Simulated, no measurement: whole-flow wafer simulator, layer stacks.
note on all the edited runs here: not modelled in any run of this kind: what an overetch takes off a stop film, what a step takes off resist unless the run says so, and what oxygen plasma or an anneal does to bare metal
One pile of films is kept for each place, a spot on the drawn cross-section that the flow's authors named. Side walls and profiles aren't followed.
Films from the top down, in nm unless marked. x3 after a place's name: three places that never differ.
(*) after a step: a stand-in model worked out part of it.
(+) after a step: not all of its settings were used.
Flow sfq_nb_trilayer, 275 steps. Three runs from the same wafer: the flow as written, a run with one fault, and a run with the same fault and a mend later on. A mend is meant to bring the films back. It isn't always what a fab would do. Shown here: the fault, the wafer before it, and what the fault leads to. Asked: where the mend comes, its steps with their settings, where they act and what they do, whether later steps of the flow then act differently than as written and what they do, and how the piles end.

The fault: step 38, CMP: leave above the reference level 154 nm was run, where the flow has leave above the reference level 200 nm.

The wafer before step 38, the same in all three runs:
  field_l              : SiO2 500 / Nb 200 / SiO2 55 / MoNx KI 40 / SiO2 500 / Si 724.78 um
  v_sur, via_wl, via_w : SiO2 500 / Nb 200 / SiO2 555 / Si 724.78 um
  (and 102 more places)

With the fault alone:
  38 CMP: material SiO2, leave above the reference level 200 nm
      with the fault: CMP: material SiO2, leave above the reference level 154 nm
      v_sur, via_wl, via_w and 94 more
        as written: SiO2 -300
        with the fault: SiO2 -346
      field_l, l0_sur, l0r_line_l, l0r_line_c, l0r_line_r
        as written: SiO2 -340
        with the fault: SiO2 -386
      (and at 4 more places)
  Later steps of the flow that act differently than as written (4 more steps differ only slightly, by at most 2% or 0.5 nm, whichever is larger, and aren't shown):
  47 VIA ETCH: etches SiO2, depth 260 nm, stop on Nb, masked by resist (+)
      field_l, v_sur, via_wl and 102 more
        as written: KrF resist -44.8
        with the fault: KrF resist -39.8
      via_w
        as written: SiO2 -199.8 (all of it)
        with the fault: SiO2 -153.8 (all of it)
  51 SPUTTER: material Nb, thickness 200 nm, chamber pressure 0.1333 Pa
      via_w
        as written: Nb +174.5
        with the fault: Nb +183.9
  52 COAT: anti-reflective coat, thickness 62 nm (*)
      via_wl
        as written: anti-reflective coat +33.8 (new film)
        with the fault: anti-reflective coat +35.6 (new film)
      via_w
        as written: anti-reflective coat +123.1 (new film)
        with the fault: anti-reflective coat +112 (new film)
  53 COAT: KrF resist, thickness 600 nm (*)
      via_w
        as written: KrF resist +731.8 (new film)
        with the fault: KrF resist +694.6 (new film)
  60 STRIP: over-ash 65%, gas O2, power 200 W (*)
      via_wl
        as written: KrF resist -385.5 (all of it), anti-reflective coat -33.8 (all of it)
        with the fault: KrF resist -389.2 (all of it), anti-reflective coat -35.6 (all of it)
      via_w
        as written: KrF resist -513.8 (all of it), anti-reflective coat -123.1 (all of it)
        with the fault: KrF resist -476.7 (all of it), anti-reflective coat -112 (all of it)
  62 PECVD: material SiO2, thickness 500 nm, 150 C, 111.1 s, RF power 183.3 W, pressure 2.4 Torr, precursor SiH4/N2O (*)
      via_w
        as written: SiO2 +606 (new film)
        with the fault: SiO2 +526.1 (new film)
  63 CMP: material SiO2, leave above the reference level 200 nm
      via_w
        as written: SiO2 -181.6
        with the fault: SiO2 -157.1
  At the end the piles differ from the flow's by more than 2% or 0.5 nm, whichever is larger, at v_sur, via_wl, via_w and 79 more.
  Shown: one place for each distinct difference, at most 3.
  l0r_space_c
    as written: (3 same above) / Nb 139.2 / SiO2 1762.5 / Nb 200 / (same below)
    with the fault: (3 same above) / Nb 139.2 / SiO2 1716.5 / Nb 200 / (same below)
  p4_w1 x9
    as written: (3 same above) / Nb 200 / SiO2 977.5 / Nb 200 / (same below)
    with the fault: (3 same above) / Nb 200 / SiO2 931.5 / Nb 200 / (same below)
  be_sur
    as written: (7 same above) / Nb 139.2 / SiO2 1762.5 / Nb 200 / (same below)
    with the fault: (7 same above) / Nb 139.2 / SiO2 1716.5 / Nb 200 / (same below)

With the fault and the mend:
  The mend comes after step 39.
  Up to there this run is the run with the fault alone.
  39a PECVD: material SiO2, thickness 46 nm, 150 C, 10.22 s, RF power 183.3 W, pressure 2.4 Torr, precursor SiH4/N2O (the flow's step 37 once more, with other settings)
      field_l, v_sur, via_wl and 103 more
        SiO2 +46
  No later step of the flow acts differently than as written at any place that is followed.
  At the end the piles are the same as the flow's at every place that both follow.
